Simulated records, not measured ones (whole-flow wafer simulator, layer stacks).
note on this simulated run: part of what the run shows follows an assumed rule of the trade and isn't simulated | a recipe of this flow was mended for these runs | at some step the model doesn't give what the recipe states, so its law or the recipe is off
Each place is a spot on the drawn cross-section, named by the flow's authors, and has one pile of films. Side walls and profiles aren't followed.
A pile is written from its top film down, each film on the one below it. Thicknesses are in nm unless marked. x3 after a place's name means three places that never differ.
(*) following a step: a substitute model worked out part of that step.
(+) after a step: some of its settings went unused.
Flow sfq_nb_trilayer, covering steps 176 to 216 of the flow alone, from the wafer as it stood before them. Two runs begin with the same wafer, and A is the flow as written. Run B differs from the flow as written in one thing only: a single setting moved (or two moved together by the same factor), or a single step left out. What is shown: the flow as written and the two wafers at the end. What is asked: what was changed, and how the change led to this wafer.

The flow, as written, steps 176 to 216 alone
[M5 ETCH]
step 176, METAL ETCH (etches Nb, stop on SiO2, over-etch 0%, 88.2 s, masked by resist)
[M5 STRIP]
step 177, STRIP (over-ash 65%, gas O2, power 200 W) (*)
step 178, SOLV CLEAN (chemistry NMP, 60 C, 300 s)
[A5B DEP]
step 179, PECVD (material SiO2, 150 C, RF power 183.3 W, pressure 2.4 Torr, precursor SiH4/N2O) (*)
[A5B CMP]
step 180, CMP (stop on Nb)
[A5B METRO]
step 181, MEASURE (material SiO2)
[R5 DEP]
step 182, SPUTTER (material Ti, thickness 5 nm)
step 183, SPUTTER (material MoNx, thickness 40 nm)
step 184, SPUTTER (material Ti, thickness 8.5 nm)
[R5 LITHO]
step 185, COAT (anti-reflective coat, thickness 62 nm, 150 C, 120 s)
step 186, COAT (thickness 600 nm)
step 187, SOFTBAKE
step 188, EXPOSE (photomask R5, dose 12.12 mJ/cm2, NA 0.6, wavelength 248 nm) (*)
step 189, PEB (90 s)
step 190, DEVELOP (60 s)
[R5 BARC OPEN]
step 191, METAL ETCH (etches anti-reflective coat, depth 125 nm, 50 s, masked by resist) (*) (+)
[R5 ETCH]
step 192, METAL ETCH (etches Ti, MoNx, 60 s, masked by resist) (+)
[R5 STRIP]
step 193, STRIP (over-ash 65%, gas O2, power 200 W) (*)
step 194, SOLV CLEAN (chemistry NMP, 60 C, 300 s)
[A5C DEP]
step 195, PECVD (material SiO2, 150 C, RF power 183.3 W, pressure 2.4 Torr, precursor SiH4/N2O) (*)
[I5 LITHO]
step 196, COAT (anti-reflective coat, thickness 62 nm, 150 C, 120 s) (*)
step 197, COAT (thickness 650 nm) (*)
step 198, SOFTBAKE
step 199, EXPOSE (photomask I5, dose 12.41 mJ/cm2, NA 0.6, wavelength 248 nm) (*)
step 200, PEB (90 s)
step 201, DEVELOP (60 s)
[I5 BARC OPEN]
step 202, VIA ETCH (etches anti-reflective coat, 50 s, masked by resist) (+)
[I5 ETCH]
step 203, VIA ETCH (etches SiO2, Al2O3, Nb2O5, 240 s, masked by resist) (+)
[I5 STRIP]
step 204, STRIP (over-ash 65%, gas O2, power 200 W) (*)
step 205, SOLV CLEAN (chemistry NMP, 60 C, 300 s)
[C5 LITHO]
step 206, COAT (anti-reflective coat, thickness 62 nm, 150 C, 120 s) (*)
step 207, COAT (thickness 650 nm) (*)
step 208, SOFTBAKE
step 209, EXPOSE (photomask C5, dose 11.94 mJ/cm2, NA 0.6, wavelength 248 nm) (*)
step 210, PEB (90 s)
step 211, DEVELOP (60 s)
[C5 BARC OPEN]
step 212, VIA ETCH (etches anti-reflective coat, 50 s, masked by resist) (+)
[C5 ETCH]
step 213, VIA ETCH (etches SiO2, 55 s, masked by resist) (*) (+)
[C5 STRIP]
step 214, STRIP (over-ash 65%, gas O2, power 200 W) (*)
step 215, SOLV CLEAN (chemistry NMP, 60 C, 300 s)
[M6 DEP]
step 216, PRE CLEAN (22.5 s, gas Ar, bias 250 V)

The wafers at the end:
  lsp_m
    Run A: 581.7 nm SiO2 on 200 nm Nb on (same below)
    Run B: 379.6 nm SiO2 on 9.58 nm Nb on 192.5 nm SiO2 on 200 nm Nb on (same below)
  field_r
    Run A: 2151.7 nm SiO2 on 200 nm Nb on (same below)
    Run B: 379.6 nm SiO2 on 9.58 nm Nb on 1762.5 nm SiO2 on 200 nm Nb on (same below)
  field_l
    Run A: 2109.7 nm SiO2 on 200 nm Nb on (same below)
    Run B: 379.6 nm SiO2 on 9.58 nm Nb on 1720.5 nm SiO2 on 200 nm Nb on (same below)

What caused this: step 176, METAL ETCH: 57.3 s was run, while the flow as written has 88.2 s.

The path from the change to this, step by step:
  step 176, METAL ETCH (etches Nb, stop on SiO2, over-etch 0%, 88.2 s, masked by resist)
      field_l, r_end, moat and 45 more: A Al2O3 loses 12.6 (all of it), Nb2O5 loses 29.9 (all of it), Nb loses 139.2 (all of it), SiO2 loses 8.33 | B Al2O3 loses 12.6 (all of it), Nb2O5 loses 29.9 (all of it), Nb loses 129.6
      r_sur, wl_a_sl, wl_a_m6: A Al2O3 loses 12.5 (all of it), Nb2O5 loses 29.9 (all of it), Nb loses 139.2 (all of it), SiO2 loses 8.33 | B Al2O3 loses 12.5 (all of it), Nb2O5 loses 29.9 (all of it), Nb loses 129.7
      (as well as at 55 more places)
  step 177, STRIP (over-ash 65%, gas O2, power 200 W) (*)
      l0r_line_l x3, l0r_space_c x19, m0r_space_l x2 and 6 more: A KrF-resist-other-grade loses 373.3 (all of it), anti-reflective coat loses 62 (all of it) | B KrF-resist-other-grade loses 419.7 (all of it), anti-reflective coat loses 62 (all of it)
      v_sur: A KrF-resist-other-grade loses 366.5 (all of it), anti-reflective coat loses 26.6 (all of it) | B KrF-resist-other-grade loses 412.9 (all of it), anti-reflective coat loses 26.6 (all of it)
      (as well as at 22 more places)
  step 179, PECVD (material SiO2, 150 C, RF power 183.3 W, pressure 2.4 Torr, precursor SiH4/N2O) (*)
      field_l, lsp_m, ln_m6 and 44 more: A SiO2 gains 600 | B SiO2 gains 600 (new film)
      r_sur, res, r_end, moat, field_r, lsp_l: A SiO2 gains 593.1 | B SiO2 gains 593.7 (new film)
  step 180, CMP (stop on Nb)
      field_l, lsp_m, ln_m6 and 44 more: A SiO2 loses 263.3 | B SiO2 loses 281.2
      r_sur, res, r_end, moat, field_r, lsp_l: A SiO2 loses 256.4 | B SiO2 loses 274.9
If metal films that touch count as one body, lsp_m has 3 bodies (between them, from the top down: SiO2 192.5; SiO2 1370); the flow as written gives 2 bodies (between them, from the top down: SiO2 1370).
If metal films that touch count as one body, field_r has 2 bodies (between them, from the top down: SiO2 1762.5); the flow as written gives 1 body.
If metal films that touch count as one body, field_l has 3 bodies (between them, from the top down: SiO2 1720.5; SiO2 55); the flow as written gives 2 bodies (between them, from the top down: SiO2 55).
